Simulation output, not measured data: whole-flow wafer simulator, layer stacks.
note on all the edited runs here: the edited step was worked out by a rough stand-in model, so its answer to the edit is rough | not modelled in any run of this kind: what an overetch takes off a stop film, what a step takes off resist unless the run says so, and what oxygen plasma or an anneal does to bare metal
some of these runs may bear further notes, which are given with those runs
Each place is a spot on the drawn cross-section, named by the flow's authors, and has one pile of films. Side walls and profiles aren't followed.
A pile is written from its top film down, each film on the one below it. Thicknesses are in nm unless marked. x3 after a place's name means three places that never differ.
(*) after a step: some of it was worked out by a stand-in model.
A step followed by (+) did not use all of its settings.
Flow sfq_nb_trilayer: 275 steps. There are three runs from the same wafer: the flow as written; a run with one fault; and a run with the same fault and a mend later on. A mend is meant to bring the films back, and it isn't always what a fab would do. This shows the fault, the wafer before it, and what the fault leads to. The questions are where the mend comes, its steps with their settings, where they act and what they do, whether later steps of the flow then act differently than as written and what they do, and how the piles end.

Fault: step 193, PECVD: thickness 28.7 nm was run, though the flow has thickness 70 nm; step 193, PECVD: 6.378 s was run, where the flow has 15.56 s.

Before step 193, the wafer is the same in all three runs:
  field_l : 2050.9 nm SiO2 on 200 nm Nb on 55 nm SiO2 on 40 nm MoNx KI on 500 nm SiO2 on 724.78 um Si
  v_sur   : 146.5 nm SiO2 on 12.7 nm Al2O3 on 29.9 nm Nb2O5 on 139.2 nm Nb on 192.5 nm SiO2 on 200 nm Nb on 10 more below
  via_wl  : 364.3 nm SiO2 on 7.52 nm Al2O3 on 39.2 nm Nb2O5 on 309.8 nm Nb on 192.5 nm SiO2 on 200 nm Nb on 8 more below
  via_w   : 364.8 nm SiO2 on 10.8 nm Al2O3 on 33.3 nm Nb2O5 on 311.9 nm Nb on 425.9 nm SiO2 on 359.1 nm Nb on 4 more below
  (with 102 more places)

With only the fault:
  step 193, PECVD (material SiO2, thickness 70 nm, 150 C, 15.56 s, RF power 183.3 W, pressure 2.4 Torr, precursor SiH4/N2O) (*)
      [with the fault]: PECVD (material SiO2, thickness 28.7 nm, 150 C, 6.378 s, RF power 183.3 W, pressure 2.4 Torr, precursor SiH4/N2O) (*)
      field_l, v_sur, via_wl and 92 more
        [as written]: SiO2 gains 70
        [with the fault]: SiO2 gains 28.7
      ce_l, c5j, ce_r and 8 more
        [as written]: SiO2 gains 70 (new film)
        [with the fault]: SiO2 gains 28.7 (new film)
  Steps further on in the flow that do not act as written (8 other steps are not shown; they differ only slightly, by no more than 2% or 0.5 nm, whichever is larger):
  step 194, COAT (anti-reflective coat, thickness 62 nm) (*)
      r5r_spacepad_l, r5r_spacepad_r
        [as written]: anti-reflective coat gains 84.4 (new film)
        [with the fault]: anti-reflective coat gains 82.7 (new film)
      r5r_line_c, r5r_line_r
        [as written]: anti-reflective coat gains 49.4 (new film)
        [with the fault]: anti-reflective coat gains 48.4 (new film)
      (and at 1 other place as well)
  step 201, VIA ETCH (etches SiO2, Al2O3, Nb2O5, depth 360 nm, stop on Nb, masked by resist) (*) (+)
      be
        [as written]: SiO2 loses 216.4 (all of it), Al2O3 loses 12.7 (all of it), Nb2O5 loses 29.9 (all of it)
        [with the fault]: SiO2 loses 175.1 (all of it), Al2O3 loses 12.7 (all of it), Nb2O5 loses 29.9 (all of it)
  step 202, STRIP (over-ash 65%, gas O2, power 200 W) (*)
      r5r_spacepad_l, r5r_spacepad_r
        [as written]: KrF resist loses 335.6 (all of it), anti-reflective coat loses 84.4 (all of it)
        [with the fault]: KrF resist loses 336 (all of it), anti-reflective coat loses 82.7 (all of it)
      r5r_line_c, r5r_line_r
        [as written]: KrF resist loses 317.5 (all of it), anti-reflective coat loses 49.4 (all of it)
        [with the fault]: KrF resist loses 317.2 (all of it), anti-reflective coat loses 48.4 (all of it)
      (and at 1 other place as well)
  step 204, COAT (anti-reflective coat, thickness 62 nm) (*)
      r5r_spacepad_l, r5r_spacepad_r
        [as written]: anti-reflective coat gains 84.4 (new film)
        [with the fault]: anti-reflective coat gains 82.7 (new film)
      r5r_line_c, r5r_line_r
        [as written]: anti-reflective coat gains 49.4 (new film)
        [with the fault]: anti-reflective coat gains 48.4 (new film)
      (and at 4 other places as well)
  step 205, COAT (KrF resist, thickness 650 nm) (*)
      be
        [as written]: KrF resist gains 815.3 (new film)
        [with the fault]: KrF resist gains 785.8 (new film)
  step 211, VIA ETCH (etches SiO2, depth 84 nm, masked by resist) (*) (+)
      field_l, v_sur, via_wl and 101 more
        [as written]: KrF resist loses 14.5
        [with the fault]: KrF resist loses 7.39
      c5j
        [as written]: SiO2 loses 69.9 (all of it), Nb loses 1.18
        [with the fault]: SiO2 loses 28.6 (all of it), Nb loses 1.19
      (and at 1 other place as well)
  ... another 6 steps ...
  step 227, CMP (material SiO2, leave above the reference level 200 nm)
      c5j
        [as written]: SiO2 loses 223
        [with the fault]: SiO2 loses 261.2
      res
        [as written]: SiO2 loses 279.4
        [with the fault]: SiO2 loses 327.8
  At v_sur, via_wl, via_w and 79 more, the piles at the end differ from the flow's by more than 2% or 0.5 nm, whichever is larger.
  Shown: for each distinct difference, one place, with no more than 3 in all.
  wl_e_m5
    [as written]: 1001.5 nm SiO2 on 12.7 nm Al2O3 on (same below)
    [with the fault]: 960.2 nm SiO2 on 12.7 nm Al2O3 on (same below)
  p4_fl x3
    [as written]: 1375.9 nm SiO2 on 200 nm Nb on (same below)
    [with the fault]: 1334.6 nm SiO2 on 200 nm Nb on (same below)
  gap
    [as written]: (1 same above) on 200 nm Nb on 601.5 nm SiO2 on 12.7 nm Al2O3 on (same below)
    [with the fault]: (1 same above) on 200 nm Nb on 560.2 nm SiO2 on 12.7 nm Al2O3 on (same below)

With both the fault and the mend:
  The mend follows step 193.
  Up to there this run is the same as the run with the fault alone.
  step 193a, PECVD (material SiO2, thickness 41.3 nm, 150 C, 9.178 s, RF power 183.3 W, pressure 2.4 Torr, precursor SiH4/N2O) (*) (a further turn of the flow's step 193, with different settings)
      field_l, v_sur, via_wl and 103 more
        SiO2 gains 41.3
  Later steps of the flow that are run all act as written at every place that is followed, up to a difference of at most 2% or 0.5 nm, whichever is larger.
  By the end, the piles equal the flow's at every place that both follow.
